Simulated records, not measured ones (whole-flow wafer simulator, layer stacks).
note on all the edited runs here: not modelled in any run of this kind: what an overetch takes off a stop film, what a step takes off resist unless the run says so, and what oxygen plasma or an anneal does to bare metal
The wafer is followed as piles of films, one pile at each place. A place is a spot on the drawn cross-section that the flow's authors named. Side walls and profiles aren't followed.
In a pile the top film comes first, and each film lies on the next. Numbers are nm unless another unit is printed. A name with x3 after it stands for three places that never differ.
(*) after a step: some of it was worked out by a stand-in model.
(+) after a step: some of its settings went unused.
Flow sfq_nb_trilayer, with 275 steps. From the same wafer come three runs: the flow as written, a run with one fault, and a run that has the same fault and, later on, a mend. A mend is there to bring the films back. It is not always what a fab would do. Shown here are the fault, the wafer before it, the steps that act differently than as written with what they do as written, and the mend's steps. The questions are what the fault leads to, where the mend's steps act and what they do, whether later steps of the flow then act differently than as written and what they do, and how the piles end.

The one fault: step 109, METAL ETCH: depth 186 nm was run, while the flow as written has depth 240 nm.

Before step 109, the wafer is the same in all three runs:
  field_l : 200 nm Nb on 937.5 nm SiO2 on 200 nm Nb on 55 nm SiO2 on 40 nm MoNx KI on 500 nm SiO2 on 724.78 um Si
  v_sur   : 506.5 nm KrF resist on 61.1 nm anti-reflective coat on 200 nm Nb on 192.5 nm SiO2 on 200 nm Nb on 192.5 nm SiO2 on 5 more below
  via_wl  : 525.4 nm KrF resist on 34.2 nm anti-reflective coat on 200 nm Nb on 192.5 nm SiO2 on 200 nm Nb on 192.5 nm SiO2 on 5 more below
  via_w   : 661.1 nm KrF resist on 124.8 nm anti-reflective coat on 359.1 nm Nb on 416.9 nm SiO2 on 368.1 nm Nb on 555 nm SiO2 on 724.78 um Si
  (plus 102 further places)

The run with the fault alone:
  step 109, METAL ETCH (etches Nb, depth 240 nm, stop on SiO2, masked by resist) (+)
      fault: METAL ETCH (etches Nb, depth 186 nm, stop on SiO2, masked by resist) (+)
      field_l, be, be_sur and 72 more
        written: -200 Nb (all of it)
        fault: -186 Nb
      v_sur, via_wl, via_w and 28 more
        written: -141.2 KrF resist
        fault: -109.4 KrF resist
  Steps further on in the flow that do not act as written:
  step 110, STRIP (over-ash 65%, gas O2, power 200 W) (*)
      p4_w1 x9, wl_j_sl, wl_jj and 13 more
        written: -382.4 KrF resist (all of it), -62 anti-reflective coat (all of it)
        fault: -414.1 KrF resist (all of it), -62 anti-reflective coat (all of it)
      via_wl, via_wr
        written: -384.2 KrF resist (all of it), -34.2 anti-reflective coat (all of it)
        fault: -416 KrF resist (all of it), -34.2 anti-reflective coat (all of it)
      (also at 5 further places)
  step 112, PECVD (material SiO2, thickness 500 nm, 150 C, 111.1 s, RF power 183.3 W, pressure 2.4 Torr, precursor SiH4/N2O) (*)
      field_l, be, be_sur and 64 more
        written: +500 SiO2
        fault: +500 SiO2 (new film)
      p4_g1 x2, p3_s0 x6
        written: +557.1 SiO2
        fault: +543.1 SiO2 (new film)
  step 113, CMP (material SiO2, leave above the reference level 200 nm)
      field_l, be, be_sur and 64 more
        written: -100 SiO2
        fault: -114 SiO2
  At field_l, be, be_sur and 72 more, the piles at the end differ from the flow's by more than 2% or 0.5 nm, whichever is larger.
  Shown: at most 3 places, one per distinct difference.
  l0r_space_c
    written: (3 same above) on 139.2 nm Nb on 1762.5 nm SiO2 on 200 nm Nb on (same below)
    fault: (3 same above) on 139.2 nm Nb on 771 nm SiO2 on 14 nm Nb on 977.5 nm SiO2 on 200 nm Nb on (same below)
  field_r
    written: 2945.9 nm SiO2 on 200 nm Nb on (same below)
    fault: 1954.4 nm SiO2 on 14 nm Nb on 977.5 nm SiO2 on 200 nm Nb on (same below)
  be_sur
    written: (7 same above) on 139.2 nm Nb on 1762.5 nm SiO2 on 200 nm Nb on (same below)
    fault: (7 same above) on 139.2 nm Nb on 771 nm SiO2 on 14 nm Nb on 977.5 nm SiO2 on 200 nm Nb on (same below)

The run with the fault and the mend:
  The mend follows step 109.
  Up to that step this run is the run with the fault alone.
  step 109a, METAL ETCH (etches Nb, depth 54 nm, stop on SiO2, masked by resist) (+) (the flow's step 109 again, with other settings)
      field_l, be, be_sur and 72 more
        -14 Nb (all of it)
      v_sur, via_wl, via_w and 28 more
        -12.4 KrF resist
  Steps further on in the flow that do not act as written:
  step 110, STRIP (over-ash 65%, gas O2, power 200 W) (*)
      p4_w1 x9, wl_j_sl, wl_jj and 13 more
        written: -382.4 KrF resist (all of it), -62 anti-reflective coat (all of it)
        mend: -401.8 KrF resist (all of it), -62 anti-reflective coat (all of it)
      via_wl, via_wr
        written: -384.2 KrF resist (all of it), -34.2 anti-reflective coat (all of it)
        mend: -403.6 KrF resist (all of it), -34.2 anti-reflective coat (all of it)
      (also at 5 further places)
  The piles end the same as the flow's at every place that both follow.
